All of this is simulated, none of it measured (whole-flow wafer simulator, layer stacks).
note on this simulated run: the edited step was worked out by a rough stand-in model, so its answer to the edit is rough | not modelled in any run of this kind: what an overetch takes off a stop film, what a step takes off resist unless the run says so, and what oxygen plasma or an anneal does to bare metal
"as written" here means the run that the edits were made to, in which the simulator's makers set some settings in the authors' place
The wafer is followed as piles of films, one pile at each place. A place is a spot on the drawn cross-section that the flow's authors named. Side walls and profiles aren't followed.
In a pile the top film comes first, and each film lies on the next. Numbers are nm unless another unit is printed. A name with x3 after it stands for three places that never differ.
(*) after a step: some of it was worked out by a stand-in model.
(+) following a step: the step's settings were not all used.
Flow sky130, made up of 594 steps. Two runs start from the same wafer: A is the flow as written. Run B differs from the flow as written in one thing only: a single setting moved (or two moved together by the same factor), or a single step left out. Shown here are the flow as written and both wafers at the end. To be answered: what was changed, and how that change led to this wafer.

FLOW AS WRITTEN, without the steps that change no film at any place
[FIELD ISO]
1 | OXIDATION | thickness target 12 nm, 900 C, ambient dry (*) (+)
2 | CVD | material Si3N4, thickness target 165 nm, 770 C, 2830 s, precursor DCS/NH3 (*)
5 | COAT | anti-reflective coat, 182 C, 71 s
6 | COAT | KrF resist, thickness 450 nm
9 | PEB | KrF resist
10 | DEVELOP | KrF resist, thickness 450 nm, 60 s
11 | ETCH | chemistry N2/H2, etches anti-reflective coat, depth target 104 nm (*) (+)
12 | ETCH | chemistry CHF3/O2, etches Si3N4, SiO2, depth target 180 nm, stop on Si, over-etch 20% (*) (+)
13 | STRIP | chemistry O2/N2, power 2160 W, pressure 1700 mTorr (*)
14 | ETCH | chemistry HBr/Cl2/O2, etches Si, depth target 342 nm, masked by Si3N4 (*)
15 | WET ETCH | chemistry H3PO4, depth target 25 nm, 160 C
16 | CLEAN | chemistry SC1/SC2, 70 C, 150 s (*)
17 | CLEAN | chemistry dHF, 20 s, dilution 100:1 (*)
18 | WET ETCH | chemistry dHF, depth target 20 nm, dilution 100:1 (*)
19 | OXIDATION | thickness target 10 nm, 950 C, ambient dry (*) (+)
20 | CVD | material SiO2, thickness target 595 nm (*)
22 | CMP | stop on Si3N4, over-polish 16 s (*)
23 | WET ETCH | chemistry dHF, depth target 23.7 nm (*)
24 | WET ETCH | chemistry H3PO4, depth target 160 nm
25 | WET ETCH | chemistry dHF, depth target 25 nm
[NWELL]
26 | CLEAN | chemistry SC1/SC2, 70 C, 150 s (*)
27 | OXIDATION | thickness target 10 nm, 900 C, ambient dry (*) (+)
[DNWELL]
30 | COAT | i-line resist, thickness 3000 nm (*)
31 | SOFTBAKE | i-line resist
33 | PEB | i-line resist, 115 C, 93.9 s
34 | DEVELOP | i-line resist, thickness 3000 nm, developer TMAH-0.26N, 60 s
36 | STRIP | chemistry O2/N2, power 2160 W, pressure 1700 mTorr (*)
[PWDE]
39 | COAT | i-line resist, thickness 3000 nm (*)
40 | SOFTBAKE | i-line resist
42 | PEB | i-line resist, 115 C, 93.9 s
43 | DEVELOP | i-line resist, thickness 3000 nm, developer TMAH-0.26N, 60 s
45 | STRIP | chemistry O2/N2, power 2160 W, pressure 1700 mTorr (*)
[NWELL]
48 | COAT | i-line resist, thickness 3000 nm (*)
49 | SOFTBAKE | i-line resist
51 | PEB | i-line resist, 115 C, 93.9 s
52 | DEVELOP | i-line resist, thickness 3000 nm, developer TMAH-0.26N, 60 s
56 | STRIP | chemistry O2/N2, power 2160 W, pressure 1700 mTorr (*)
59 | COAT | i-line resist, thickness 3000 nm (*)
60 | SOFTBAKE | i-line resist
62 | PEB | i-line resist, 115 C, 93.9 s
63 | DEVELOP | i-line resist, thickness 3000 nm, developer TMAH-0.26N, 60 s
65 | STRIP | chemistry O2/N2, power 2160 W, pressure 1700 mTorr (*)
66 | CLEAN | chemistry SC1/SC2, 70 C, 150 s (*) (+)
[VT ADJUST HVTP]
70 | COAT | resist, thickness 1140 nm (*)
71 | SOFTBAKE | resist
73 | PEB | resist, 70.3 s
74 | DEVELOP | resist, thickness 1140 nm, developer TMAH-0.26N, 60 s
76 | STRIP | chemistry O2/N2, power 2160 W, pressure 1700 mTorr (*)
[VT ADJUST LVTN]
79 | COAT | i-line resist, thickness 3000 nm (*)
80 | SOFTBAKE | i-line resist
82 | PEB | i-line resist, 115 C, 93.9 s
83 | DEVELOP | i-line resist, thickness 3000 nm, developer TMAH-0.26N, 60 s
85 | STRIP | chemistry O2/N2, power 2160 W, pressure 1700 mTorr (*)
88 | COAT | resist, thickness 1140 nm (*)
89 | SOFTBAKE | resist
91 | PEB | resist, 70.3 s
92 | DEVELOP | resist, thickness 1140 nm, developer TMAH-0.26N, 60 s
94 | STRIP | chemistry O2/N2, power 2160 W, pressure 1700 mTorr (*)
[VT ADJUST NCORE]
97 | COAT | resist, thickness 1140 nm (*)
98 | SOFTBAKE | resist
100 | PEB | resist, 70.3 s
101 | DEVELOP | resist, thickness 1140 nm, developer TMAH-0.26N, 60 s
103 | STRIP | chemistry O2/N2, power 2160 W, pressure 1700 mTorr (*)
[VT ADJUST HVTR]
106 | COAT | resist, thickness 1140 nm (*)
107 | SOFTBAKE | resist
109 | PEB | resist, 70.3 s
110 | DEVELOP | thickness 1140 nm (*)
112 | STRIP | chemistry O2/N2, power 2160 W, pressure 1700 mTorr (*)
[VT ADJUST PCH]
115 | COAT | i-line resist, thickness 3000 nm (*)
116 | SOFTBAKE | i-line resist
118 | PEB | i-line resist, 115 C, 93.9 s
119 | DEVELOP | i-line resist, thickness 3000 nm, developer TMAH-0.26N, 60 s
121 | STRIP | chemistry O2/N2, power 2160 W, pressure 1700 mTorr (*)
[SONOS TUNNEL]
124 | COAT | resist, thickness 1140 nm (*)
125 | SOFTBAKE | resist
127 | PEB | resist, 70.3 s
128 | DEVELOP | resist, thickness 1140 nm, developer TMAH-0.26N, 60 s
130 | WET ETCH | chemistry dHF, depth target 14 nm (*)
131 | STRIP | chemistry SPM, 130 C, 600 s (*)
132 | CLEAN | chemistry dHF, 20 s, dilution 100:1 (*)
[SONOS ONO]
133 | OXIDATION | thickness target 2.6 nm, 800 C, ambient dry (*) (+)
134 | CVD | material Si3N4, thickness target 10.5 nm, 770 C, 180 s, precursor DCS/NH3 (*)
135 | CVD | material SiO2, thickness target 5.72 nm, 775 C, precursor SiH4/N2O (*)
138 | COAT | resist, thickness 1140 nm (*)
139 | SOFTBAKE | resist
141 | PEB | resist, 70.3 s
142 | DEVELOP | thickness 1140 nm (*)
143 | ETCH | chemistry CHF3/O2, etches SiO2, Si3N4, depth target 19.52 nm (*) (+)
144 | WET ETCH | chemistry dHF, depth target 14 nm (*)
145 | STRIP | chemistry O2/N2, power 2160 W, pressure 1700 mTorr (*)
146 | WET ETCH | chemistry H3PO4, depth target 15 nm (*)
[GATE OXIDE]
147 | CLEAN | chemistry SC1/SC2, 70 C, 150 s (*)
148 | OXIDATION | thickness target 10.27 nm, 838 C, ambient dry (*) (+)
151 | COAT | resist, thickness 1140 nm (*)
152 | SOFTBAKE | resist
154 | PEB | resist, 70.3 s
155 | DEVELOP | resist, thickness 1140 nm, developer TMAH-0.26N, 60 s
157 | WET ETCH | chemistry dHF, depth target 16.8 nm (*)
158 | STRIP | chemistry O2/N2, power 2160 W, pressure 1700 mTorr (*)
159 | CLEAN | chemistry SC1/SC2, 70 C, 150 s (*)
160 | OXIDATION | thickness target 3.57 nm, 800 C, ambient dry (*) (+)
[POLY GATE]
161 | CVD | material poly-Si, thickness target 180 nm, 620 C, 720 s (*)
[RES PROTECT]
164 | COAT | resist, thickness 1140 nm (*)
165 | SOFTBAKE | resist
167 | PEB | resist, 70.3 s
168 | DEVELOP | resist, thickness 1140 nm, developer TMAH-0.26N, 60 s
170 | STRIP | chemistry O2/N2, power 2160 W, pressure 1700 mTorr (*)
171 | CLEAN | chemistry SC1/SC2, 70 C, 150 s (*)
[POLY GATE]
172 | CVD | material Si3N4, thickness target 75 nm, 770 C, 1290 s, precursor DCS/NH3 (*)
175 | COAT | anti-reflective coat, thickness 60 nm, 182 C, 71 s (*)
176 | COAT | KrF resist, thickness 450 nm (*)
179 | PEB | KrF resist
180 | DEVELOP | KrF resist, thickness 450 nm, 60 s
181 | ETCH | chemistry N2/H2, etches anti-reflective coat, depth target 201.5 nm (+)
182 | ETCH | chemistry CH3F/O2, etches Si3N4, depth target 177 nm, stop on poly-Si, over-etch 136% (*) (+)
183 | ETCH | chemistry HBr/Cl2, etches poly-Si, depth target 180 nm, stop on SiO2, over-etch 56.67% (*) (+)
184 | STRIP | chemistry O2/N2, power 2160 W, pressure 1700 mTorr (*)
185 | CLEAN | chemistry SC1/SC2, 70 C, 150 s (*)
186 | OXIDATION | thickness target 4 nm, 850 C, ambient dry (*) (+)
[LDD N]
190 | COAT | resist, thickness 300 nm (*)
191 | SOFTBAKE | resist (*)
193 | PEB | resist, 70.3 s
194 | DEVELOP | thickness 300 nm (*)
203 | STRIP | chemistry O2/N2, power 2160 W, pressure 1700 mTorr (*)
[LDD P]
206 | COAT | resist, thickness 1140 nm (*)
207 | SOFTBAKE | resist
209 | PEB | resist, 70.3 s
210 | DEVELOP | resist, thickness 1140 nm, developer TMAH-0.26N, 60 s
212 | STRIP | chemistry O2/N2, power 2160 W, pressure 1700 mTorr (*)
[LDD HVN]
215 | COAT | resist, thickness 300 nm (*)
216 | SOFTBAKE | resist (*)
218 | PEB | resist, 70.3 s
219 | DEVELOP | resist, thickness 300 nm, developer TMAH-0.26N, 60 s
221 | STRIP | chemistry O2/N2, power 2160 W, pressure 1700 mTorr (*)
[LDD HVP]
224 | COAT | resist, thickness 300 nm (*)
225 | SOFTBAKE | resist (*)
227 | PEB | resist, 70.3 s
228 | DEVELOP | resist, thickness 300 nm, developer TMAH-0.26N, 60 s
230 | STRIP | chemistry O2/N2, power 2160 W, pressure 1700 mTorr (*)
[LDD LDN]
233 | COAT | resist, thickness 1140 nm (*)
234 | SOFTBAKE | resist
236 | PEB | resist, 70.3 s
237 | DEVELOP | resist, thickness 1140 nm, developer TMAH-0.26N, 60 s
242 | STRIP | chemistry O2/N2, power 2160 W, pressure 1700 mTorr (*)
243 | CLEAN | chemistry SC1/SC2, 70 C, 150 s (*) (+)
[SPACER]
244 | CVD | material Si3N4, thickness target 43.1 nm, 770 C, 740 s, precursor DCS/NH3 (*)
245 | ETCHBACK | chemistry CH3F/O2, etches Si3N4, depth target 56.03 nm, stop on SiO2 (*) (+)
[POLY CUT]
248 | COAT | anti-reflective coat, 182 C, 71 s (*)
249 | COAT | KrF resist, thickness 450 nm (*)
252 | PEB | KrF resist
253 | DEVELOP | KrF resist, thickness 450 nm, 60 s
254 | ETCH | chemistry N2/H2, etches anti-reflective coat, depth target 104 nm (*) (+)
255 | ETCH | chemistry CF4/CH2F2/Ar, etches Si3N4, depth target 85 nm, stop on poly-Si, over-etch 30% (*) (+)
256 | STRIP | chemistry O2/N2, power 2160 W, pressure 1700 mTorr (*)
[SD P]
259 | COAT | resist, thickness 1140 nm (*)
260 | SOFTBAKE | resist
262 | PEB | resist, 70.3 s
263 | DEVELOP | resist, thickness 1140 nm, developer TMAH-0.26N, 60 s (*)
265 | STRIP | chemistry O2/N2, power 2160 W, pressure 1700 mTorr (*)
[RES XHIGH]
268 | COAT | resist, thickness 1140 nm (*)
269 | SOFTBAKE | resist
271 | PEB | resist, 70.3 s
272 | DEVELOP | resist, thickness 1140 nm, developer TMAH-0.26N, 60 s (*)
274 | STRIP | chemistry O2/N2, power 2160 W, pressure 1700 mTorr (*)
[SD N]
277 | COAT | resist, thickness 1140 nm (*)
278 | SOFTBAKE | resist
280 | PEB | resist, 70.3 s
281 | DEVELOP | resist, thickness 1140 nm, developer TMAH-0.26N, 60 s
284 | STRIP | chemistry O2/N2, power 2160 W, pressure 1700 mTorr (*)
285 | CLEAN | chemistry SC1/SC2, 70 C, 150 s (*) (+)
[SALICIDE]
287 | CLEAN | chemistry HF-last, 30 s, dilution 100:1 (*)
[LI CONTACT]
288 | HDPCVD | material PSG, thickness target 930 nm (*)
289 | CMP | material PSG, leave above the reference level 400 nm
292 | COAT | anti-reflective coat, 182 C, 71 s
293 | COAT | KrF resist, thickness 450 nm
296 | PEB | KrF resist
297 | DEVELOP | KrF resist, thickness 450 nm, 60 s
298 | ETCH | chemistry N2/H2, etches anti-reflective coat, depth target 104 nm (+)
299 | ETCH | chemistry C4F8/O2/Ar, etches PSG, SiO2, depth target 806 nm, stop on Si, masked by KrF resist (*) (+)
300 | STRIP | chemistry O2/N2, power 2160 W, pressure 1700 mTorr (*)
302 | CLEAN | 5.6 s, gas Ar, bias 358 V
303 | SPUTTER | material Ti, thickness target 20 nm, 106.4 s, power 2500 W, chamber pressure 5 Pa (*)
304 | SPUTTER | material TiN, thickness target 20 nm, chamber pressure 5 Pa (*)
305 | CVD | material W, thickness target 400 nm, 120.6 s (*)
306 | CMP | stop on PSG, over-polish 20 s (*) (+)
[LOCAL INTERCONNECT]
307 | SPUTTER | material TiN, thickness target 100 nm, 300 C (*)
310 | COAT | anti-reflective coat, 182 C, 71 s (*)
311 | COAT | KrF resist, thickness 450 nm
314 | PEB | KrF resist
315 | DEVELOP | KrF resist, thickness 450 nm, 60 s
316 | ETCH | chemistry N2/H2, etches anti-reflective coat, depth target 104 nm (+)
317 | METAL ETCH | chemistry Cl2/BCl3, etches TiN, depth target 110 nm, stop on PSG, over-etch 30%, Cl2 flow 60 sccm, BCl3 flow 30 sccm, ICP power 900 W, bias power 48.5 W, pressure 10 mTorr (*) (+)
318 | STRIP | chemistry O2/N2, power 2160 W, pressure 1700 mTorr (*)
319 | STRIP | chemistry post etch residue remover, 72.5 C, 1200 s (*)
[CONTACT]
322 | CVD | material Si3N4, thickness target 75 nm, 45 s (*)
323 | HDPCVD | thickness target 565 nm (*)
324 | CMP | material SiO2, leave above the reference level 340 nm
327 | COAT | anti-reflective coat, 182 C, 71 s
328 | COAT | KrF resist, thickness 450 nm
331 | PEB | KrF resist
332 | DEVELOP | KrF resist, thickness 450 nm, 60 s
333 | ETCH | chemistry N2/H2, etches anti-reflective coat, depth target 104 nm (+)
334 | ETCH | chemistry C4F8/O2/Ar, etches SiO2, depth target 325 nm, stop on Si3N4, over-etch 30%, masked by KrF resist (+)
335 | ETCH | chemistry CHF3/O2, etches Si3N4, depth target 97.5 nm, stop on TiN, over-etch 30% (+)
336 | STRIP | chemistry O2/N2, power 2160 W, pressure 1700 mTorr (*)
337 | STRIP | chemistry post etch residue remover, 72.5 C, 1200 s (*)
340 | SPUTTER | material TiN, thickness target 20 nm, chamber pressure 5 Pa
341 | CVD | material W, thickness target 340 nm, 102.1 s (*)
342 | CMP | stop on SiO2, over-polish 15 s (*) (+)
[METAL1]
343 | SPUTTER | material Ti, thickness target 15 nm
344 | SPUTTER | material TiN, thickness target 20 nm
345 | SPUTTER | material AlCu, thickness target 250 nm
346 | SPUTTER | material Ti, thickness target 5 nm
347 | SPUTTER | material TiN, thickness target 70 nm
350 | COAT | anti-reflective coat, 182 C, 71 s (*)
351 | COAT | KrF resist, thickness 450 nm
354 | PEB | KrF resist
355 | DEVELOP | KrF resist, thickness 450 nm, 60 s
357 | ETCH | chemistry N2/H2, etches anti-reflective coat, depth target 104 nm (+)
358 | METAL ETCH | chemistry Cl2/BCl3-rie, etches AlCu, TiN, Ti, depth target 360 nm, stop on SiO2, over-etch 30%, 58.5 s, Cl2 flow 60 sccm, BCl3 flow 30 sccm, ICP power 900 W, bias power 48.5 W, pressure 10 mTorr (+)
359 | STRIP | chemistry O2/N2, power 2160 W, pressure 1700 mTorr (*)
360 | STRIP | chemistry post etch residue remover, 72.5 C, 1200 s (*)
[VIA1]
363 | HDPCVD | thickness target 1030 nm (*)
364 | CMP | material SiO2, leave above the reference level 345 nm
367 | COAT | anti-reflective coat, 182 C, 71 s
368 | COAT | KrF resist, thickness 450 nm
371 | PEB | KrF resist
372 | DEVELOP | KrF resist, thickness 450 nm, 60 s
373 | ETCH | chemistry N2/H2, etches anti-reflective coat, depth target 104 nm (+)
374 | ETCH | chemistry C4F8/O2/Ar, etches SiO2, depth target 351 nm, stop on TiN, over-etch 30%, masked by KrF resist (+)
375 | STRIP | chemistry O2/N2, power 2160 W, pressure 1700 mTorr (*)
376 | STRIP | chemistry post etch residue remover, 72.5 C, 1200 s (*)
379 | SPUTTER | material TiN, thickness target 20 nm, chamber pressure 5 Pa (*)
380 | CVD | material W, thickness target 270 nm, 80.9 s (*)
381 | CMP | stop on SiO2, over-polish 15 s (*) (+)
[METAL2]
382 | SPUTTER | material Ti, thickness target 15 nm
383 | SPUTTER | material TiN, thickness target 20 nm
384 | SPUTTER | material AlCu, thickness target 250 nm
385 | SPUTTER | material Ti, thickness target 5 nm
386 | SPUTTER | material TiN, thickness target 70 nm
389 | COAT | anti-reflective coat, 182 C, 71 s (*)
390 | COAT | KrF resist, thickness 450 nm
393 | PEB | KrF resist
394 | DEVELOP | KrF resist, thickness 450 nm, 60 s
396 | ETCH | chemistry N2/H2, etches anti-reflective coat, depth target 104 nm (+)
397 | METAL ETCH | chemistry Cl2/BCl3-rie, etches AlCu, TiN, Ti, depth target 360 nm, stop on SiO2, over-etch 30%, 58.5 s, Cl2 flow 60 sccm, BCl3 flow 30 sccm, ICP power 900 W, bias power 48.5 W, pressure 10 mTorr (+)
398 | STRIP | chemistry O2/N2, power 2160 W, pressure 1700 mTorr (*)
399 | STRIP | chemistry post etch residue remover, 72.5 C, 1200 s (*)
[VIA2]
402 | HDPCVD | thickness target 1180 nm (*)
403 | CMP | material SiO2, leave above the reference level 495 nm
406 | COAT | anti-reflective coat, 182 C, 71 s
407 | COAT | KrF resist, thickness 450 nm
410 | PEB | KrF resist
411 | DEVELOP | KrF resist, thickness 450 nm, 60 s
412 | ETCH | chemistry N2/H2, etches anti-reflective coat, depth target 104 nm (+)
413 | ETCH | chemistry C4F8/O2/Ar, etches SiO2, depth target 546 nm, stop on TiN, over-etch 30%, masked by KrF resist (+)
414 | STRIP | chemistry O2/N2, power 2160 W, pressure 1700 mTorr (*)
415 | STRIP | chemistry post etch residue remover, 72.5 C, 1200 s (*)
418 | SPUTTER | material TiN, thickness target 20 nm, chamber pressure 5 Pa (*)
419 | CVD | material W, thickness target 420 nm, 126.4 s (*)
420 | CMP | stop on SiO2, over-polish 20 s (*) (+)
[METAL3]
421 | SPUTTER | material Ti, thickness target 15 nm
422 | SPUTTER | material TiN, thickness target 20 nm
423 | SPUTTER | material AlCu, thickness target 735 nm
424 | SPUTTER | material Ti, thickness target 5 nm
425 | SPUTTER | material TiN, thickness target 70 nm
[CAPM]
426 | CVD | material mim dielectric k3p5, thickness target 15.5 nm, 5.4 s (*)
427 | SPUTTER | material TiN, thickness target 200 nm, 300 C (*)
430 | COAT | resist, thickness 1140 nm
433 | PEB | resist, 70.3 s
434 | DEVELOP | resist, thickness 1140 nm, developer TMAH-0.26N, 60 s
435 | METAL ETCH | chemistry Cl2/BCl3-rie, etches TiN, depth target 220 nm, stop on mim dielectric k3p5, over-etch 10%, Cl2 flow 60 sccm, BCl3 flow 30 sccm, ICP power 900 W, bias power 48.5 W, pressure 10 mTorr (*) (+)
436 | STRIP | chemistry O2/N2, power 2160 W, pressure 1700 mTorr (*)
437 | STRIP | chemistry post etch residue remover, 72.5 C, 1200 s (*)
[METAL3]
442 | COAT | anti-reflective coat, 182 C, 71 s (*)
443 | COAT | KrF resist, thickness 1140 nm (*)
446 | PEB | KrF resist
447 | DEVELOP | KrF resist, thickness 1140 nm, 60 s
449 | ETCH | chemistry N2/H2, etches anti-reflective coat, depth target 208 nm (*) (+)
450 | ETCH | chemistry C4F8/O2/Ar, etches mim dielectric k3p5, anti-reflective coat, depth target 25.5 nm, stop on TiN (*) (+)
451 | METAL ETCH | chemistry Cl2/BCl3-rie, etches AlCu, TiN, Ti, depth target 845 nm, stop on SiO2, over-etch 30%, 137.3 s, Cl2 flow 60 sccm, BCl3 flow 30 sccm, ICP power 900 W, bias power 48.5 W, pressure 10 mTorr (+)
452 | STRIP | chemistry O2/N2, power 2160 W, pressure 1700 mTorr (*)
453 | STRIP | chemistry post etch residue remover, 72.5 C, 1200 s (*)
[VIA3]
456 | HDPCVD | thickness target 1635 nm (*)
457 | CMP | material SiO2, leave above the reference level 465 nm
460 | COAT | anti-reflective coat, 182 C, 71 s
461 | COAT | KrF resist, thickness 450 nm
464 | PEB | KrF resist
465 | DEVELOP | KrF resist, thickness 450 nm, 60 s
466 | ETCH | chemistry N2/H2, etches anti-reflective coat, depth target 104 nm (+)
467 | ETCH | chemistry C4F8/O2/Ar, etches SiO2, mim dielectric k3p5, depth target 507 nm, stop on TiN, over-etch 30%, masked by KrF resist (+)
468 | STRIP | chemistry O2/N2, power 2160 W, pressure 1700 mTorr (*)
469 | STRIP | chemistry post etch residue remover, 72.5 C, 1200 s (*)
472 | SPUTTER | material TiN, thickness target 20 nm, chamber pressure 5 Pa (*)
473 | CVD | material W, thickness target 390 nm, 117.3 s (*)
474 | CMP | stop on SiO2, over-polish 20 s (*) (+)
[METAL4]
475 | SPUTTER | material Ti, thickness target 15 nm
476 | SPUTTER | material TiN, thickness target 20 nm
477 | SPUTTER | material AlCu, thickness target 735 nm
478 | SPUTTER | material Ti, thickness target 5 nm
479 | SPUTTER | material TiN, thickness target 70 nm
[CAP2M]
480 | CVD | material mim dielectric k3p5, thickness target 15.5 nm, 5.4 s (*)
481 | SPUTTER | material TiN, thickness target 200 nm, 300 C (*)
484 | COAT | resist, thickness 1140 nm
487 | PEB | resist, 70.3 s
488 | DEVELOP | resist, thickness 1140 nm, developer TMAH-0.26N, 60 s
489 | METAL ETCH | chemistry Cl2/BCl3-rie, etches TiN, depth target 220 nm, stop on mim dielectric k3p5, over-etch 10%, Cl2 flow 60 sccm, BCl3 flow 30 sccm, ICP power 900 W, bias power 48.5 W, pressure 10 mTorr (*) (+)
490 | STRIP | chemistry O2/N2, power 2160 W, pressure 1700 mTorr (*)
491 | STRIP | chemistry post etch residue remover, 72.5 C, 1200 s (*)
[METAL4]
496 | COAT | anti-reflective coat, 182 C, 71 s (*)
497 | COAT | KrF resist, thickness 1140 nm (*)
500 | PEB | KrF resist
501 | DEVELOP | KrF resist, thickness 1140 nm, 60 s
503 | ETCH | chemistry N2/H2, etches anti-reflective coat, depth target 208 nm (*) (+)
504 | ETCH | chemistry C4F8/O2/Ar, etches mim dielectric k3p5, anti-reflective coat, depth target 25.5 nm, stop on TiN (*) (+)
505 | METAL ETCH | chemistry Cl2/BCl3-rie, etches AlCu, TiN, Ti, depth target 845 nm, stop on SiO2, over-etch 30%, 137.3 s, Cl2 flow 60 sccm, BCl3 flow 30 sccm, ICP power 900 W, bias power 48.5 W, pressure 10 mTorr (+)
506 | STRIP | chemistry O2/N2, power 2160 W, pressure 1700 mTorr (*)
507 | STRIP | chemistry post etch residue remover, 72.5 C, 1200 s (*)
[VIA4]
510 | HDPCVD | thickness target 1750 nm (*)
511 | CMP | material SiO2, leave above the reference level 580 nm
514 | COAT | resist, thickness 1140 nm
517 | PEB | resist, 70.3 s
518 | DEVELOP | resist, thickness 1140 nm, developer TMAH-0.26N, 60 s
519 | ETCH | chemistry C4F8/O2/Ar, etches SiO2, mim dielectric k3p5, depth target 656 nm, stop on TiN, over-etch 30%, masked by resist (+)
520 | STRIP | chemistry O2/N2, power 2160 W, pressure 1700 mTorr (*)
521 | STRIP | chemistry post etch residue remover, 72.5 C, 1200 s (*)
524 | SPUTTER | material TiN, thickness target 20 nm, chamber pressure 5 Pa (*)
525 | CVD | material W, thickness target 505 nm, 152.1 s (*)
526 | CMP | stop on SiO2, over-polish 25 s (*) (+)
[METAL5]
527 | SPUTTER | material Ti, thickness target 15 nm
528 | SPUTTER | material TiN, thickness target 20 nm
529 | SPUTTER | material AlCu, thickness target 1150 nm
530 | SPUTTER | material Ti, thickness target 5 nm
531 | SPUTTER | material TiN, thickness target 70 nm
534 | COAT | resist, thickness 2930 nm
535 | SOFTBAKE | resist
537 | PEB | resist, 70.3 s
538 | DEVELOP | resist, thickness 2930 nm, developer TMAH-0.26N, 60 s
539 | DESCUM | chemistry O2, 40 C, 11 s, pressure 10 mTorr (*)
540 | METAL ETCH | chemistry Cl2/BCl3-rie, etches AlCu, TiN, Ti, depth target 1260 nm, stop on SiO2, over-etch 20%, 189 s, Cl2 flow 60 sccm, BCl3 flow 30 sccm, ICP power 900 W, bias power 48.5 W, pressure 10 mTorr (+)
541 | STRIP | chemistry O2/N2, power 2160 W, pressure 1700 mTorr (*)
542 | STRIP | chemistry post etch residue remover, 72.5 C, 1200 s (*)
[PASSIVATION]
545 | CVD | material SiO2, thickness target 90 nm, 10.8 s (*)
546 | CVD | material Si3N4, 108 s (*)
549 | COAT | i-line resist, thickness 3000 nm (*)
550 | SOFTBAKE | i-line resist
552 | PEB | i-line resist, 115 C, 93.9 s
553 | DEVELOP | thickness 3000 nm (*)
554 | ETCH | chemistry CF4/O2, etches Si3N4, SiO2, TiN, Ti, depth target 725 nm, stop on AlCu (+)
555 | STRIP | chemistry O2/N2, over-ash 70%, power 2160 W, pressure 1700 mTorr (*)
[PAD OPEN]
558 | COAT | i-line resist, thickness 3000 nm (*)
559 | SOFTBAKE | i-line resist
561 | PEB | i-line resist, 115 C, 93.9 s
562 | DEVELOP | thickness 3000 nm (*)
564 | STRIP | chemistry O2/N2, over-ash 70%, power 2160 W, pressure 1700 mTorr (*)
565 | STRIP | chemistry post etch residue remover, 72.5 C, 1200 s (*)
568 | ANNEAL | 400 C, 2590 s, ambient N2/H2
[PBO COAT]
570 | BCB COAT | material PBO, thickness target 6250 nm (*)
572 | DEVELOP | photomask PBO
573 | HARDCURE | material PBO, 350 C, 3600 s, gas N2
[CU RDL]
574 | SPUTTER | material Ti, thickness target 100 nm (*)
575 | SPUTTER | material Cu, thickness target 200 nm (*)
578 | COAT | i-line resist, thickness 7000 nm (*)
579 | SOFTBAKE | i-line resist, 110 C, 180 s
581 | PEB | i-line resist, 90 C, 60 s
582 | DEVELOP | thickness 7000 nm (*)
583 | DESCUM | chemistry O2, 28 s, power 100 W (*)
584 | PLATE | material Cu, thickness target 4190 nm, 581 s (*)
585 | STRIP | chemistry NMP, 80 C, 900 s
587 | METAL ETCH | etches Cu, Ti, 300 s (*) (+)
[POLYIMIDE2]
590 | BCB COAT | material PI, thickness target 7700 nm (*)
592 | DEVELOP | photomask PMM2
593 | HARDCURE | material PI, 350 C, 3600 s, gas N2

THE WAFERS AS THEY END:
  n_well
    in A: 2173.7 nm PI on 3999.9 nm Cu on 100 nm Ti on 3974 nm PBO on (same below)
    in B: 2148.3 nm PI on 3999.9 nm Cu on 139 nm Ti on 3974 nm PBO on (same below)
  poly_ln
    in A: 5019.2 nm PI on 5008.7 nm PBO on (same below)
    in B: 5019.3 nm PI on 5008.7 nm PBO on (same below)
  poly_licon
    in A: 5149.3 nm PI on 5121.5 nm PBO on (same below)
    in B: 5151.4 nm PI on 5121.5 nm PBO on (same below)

The reason: step 574, SPUTTER: thickness target 139 nm was run, while the flow as written has thickness target 100 nm.
The wafer itself shows it: n_well has Ti 139, and step 574 as written asks for 100 nm.

How this came from the change, step by step:
  574 | SPUTTER | material Ti, thickness target 100 nm (*)
      field, active, n_well and 190 more: A +100 Ti (new film) | B +139 Ti (new film)
  587 | METAL ETCH | etches Cu, Ti, 300 s (*) (+)
      field, active, gate and 167 more: A -200 Cu (all of it), -100 Ti (all of it) | B -200 Cu (all of it), -139 Ti (all of it)
  590 | BCB COAT | material PI, thickness target 7700 nm (*)
      de16_gate_nw: A +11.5 um PI (new film) | B +11.54 um PI (new film)
